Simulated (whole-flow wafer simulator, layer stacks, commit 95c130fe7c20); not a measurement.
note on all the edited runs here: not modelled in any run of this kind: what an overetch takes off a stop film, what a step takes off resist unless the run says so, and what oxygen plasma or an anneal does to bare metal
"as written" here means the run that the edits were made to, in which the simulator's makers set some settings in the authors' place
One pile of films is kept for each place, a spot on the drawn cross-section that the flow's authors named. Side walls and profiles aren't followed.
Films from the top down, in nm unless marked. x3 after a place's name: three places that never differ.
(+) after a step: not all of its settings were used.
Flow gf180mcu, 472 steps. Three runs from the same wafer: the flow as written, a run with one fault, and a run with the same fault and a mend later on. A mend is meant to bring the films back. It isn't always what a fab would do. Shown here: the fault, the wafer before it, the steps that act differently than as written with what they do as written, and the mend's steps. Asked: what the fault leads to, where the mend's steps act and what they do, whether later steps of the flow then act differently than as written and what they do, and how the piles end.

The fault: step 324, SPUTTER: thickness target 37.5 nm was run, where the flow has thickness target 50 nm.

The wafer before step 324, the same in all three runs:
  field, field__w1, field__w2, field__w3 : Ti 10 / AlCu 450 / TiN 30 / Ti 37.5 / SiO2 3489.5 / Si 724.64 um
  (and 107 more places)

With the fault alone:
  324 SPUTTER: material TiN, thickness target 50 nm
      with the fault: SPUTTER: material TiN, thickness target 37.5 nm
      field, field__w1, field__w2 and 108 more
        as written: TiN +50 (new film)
        with the fault: TiN +37.5 (new film)
  Later steps of the flow that act differently than as written (4 more steps differ only slightly, by at most 2% or 0.5 nm, whichever is larger, and aren't shown):
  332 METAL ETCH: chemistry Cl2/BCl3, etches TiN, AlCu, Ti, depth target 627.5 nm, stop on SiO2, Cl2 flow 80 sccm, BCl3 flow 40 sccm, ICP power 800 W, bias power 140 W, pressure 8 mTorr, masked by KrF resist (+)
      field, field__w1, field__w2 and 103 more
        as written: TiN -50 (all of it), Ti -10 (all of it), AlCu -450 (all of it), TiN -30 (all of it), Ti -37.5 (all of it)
        with the fault: TiN -37.5 (all of it), Ti -10 (all of it), AlCu -450 (all of it), TiN -30 (all of it), Ti -37.5 (all of it)
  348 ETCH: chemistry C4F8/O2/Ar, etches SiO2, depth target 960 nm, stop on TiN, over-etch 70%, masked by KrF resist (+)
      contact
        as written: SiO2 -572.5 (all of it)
        with the fault: SiO2 -585 (all of it)
  At the end the piles differ from the flow's by more than 2% or 0.5 nm, whichever is larger, at field__w8, contact, m1, m1__w1, m1_nw.
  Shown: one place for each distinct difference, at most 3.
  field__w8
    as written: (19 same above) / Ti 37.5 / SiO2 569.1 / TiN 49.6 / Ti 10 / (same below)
    with the fault: (19 same above) / Ti 37.5 / SiO2 581.6 / TiN 37.1 / Ti 10 / (same below)
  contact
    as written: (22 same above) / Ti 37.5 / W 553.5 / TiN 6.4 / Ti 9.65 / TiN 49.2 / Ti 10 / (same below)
    with the fault: (22 same above) / Ti 37.5 / W 566.1 / TiN 6.36 / Ti 9.58 / TiN 36.7 / Ti 10 / (same below)

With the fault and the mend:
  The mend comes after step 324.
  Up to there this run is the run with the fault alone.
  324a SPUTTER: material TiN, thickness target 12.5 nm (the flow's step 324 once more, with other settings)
      field, field__w1, field__w2 and 108 more
        TiN +12.5
  No later step of the flow acts differently than as written at any place that is followed.
  At the end the piles are the same as the flow's at every place that both follow.
